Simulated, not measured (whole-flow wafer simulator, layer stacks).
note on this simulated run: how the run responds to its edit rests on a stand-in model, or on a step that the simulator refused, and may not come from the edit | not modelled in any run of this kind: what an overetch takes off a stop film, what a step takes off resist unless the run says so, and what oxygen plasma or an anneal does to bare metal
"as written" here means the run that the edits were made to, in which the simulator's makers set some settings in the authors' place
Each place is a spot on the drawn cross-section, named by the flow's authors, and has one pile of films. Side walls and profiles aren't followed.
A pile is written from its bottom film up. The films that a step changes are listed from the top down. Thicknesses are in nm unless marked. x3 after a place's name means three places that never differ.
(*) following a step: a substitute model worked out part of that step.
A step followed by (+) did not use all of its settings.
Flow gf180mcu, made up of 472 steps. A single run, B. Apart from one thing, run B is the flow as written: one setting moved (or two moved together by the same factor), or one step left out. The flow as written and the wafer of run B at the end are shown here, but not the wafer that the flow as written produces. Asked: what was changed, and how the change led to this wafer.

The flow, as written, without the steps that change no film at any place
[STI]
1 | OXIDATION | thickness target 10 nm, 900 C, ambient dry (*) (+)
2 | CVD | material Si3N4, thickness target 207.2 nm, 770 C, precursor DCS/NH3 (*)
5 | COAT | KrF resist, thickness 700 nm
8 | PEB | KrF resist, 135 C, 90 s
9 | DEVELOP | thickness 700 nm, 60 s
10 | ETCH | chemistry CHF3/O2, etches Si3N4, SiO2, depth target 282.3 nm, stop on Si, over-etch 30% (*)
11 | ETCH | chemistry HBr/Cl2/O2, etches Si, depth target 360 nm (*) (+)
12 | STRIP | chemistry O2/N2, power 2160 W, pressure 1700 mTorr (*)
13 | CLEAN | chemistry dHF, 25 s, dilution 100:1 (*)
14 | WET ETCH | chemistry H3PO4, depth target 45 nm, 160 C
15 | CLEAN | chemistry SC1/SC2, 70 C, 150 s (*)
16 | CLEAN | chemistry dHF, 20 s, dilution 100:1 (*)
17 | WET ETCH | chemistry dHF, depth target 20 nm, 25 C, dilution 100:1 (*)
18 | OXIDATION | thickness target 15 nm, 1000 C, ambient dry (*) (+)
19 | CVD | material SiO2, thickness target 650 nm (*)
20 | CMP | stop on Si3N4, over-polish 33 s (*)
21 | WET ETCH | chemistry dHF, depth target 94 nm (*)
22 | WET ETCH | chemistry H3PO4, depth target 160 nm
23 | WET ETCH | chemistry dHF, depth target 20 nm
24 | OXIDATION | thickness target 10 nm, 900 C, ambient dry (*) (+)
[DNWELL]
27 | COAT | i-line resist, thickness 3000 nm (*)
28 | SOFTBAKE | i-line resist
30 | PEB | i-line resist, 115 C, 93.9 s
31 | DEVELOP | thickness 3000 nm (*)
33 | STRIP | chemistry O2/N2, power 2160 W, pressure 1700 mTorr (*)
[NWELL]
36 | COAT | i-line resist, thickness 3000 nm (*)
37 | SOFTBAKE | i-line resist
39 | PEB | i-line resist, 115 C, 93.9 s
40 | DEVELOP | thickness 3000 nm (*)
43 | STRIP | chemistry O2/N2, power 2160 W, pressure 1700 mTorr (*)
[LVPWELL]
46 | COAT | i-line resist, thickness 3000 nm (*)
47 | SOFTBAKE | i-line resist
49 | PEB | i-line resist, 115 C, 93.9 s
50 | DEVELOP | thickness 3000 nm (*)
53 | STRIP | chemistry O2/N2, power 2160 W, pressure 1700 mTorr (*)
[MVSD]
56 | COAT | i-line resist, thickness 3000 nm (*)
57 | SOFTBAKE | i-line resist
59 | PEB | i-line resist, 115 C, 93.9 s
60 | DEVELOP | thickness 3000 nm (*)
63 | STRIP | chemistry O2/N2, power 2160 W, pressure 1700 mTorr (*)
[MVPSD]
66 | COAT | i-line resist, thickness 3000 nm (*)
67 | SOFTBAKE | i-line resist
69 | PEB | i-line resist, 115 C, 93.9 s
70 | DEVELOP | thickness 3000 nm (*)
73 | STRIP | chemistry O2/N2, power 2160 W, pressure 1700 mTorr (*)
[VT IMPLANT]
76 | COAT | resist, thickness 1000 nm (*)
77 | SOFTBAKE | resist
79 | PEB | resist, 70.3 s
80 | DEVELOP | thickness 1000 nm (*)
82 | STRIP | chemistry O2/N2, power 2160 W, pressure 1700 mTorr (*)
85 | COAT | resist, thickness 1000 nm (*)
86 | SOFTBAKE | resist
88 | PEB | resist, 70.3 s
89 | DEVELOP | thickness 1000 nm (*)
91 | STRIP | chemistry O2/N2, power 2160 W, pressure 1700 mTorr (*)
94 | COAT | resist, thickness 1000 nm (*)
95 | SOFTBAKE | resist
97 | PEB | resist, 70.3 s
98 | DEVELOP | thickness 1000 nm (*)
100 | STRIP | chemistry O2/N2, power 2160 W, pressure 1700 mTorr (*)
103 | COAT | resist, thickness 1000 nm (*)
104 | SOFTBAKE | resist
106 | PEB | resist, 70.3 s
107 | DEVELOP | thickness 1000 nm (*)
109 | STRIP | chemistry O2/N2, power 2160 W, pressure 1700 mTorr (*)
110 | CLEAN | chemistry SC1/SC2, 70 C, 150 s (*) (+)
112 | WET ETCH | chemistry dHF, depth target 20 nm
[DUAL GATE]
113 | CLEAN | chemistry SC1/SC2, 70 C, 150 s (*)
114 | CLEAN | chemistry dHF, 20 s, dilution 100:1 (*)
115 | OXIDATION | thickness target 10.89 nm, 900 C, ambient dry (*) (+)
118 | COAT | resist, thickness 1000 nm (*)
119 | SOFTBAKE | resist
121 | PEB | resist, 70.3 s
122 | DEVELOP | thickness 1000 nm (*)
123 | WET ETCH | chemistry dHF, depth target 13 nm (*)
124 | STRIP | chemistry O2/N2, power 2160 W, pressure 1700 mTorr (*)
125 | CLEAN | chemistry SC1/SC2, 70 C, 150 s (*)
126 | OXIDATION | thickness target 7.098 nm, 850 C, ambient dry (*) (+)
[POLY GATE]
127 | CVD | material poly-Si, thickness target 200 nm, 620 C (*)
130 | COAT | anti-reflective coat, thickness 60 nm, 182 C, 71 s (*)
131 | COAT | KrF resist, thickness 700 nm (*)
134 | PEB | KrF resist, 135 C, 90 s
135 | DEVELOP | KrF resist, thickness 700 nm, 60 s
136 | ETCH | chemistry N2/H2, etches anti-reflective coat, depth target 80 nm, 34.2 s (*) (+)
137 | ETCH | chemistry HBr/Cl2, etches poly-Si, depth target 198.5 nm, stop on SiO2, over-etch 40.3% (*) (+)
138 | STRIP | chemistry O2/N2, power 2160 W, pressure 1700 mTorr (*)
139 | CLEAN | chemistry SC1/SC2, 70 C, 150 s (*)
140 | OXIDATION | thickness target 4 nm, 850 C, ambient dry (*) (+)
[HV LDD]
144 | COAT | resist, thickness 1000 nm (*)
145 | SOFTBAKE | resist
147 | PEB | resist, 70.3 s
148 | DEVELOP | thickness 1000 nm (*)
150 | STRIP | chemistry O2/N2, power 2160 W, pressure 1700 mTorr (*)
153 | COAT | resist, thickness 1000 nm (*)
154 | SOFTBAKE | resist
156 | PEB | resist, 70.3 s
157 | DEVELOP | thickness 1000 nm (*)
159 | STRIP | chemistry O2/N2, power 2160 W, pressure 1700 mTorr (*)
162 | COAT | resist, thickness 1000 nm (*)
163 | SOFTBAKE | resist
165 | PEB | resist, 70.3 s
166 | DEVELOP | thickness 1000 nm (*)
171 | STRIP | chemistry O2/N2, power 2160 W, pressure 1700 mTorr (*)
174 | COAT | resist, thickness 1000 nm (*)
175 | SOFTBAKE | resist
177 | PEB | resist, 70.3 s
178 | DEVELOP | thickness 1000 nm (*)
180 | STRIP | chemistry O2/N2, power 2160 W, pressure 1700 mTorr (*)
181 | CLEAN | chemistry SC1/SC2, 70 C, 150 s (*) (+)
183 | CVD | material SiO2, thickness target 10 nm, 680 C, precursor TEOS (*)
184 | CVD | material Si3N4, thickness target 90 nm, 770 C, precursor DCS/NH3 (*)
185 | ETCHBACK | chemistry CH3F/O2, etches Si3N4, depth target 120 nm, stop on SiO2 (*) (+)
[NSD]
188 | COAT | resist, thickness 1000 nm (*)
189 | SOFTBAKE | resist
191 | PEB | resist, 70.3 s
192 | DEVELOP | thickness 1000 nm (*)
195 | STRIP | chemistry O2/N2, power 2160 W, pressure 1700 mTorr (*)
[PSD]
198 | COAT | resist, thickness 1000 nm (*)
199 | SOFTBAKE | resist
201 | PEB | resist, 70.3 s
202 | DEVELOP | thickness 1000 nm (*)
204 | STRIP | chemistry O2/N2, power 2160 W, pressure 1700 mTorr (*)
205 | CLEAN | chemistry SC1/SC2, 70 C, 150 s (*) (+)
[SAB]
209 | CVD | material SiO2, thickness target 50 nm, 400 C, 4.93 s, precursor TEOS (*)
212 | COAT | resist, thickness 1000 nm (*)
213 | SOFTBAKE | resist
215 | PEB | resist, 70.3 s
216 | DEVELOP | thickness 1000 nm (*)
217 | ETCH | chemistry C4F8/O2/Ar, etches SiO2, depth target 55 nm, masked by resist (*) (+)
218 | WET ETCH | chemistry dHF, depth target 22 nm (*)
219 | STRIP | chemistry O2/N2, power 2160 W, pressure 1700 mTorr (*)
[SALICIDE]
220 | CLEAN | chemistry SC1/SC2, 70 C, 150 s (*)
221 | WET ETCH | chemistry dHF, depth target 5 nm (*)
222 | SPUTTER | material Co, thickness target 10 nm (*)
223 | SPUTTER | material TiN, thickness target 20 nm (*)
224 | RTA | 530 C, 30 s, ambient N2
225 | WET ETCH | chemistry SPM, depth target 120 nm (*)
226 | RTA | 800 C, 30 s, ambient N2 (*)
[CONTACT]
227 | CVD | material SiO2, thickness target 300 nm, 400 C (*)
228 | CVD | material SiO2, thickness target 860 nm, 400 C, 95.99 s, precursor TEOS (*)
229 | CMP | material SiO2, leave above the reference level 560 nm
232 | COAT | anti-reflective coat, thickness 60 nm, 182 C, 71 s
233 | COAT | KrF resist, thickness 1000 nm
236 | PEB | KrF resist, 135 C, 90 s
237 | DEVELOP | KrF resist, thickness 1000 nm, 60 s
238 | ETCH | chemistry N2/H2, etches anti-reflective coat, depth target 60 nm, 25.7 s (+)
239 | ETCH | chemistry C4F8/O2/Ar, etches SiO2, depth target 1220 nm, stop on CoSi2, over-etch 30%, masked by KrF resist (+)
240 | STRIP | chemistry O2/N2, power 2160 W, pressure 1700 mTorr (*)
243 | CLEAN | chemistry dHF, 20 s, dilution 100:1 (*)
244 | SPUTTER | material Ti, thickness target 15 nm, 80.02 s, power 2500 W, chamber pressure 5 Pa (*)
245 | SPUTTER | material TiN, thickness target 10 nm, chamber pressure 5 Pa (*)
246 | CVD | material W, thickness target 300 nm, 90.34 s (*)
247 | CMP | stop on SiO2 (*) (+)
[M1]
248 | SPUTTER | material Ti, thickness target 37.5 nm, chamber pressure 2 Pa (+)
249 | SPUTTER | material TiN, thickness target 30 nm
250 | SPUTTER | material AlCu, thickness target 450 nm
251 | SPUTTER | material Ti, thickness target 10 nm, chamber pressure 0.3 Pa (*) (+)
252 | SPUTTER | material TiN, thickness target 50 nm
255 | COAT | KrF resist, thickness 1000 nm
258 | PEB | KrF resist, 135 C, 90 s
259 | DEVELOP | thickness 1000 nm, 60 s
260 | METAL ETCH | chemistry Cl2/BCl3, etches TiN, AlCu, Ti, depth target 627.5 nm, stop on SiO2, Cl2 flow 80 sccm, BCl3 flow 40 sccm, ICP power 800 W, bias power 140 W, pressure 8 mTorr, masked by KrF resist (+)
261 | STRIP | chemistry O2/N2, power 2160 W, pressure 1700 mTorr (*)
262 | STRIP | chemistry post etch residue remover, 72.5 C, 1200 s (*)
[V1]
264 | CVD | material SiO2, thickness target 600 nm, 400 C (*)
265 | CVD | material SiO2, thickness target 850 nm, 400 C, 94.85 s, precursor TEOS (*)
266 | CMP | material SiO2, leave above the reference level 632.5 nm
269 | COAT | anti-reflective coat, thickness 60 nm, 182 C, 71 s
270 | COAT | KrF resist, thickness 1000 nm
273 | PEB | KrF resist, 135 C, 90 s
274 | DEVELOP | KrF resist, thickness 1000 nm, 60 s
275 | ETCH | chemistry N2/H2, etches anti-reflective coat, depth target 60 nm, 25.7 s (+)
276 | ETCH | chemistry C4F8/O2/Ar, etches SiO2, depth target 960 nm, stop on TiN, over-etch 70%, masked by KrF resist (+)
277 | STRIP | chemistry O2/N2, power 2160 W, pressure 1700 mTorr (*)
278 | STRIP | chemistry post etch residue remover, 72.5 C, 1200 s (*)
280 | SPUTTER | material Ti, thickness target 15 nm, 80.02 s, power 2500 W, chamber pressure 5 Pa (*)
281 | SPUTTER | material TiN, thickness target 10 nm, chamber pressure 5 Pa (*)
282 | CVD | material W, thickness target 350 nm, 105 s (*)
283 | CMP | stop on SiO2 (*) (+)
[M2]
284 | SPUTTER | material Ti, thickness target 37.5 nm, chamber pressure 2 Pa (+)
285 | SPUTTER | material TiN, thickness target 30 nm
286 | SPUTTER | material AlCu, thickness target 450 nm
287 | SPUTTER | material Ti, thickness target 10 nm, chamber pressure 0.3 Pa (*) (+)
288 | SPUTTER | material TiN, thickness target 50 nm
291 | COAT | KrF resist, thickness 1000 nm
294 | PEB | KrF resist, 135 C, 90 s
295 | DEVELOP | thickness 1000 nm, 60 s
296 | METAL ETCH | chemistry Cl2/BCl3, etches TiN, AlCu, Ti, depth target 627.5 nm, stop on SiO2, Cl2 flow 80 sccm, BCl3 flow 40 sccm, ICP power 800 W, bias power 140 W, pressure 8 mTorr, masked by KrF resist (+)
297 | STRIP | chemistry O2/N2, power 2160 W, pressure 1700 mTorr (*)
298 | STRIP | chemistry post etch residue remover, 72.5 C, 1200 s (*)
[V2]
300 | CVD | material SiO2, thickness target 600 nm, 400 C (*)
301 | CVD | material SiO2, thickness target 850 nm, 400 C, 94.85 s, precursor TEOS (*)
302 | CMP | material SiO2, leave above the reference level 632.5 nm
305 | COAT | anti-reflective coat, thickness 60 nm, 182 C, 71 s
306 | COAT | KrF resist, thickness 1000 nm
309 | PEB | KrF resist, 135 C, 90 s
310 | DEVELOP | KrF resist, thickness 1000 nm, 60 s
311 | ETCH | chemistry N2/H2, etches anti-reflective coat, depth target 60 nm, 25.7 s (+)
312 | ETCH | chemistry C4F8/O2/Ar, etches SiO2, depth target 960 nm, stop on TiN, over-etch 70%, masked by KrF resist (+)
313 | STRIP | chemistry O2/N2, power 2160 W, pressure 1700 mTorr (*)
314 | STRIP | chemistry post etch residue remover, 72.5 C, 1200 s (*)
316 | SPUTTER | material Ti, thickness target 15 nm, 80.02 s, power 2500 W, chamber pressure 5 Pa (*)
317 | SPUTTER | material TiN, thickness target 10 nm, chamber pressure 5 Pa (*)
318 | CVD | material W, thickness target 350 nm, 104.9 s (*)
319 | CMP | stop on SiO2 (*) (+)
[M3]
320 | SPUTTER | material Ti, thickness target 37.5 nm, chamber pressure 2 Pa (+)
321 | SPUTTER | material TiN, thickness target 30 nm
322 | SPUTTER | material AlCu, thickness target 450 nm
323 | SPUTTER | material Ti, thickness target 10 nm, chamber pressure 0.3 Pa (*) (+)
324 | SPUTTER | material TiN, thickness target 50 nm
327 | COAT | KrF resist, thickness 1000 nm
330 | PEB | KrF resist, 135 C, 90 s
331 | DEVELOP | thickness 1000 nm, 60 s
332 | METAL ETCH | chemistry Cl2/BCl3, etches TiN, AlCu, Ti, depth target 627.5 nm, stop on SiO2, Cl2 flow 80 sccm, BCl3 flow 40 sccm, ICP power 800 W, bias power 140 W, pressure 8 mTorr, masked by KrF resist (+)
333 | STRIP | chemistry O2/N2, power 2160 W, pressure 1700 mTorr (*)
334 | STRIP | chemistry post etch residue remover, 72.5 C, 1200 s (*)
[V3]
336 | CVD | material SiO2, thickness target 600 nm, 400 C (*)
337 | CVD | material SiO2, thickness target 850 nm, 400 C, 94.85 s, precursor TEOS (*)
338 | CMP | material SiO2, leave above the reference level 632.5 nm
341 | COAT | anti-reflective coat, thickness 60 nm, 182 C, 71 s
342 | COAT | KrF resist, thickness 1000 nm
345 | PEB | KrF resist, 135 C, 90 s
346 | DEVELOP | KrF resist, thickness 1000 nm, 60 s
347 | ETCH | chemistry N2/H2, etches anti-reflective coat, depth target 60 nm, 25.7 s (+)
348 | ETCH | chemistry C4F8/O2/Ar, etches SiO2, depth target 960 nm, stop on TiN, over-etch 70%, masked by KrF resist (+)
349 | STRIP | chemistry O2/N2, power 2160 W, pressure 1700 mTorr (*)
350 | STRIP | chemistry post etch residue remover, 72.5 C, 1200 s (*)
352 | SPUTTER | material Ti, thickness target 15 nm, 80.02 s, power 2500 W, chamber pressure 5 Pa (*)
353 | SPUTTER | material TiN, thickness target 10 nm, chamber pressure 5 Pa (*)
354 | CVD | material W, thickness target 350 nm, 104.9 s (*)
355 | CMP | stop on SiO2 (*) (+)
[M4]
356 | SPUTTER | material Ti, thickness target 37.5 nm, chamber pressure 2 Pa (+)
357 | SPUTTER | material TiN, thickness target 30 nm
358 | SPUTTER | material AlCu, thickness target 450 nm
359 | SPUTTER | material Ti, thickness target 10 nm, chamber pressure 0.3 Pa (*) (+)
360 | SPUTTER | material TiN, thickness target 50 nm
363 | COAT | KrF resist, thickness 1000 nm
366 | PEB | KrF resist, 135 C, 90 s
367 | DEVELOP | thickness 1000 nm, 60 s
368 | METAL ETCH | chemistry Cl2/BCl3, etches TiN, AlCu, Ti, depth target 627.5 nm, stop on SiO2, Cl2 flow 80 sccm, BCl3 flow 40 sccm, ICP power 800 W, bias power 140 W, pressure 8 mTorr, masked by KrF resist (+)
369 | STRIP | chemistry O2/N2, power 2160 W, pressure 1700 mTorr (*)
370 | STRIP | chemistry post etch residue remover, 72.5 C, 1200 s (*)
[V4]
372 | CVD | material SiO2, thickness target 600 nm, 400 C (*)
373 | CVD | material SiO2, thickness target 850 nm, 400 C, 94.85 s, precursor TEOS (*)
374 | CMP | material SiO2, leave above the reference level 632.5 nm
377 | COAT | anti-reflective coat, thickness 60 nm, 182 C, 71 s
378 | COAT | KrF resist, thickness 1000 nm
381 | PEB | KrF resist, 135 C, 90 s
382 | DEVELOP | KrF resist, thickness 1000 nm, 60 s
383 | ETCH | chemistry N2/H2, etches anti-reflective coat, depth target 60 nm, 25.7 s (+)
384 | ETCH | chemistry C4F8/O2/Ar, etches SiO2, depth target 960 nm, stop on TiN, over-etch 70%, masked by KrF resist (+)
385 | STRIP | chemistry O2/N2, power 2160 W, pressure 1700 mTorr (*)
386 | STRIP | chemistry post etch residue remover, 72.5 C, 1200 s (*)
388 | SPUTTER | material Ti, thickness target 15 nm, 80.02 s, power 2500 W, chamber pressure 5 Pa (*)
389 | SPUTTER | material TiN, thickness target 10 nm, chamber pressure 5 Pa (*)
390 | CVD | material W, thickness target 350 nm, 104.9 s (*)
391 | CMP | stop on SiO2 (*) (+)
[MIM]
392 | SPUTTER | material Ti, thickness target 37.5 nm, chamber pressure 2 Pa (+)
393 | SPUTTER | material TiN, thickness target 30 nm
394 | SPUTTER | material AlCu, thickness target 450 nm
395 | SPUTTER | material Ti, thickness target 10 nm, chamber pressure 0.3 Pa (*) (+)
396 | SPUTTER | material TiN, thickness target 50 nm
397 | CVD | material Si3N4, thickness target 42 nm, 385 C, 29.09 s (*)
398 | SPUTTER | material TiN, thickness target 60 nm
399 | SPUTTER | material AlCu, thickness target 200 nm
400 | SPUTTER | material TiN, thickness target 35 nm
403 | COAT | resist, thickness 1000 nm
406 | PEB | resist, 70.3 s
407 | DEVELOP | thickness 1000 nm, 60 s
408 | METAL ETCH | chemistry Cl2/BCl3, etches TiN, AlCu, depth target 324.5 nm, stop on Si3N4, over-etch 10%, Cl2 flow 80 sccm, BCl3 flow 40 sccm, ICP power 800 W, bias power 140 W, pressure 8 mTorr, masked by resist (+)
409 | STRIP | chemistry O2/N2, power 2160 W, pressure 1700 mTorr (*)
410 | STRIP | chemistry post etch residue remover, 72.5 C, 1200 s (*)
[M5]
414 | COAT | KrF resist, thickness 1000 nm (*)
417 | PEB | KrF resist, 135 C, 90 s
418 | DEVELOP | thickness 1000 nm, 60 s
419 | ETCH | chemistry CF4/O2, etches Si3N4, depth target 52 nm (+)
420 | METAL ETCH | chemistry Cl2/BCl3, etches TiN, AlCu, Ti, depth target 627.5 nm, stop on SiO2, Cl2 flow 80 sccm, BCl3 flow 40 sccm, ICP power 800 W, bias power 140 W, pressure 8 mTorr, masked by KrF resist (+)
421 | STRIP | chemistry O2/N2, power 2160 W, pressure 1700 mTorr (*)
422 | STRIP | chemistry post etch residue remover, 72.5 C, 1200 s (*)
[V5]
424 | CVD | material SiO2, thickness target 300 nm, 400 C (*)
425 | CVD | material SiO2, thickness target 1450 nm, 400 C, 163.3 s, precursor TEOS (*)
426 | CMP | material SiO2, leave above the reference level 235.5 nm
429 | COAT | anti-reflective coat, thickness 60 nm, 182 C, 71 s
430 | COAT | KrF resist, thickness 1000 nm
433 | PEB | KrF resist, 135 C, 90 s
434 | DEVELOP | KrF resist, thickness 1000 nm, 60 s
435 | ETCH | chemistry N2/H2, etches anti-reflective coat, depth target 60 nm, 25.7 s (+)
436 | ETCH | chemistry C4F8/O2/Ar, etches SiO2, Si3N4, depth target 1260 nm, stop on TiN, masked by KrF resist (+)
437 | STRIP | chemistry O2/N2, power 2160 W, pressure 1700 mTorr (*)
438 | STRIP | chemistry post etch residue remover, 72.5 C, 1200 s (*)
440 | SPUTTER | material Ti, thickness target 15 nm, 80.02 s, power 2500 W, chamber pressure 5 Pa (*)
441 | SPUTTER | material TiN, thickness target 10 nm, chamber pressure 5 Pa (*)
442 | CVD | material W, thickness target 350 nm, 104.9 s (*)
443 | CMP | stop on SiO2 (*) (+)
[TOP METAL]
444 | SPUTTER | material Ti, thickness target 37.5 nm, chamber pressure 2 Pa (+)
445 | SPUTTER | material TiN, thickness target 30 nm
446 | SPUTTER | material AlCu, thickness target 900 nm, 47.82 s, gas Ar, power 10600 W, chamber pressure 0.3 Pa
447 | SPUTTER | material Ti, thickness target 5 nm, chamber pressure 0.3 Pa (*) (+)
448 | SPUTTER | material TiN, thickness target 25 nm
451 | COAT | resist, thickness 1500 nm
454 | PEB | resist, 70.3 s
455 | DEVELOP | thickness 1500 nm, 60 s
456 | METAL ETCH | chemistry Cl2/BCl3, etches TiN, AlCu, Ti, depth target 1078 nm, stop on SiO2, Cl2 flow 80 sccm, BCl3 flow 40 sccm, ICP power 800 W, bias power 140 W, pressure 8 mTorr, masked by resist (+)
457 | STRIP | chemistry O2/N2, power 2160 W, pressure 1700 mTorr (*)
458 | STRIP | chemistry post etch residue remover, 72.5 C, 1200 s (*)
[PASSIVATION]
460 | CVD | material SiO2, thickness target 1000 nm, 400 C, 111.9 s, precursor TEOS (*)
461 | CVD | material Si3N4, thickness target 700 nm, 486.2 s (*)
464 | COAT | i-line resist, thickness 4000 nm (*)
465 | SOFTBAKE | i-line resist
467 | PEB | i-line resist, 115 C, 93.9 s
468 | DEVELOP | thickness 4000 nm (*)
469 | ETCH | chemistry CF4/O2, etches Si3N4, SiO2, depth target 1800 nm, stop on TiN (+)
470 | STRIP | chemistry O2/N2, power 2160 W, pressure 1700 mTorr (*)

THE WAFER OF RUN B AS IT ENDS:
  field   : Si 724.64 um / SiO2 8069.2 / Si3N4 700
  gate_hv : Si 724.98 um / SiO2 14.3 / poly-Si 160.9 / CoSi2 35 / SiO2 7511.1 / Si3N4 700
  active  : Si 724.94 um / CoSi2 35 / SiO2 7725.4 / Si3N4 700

Cause: step 266, CMP: leave above the reference level 474.4 nm was run, whereas the flow has leave above the reference level 632.5 nm.

How this came from the change, step by step:
  266 | CMP | material SiO2, leave above the reference level 632.5 nm
      field, field__w1, field__w2 and 99 more: -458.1 SiO2 (it would be, as written: -300 SiO2)
      field__w8, contact, m1 and 6 more: -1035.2 SiO2 (it would be, as written: -877.1 SiO2)
  276 | ETCH | chemistry C4F8/O2/Ar, etches SiO2, depth target 960 nm, stop on TiN, over-etch 70%, masked by KrF resist (+)
      field, field__w1, field__w2 and 107 more: -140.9 KrF resist (it would be, as written: -192 KrF resist)
      contact: -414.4 SiO2 (all of it) (it would be, as written: -572.5 SiO2 (all of it))
  277 | STRIP | chemistry O2/N2, power 2160 W, pressure 1700 mTorr (*)
      field, field__w1, field__w2 and 107 more: -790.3 KrF resist (all of it), -60 anti-reflective coat (all of it) (it would be, as written: -739.2 KrF resist (all of it), -60 anti-reflective coat (all of it))
  280 | SPUTTER | material Ti, thickness target 15 nm, 80.02 s, power 2500 W, chamber pressure 5 Pa (*)
      contact: +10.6 Ti (new film) (it would be, as written: +9.65 Ti (new film))
  281 | SPUTTER | material TiN, thickness target 10 nm, chamber pressure 5 Pa (*)
      contact: +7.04 TiN (new film) (it would be, as written: +6.4 TiN (new film))
  282 | CVD | material W, thickness target 350 nm, 105 s (*)
      contact: +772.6 W (new film) (it would be, as written: +932.3 W (new film))
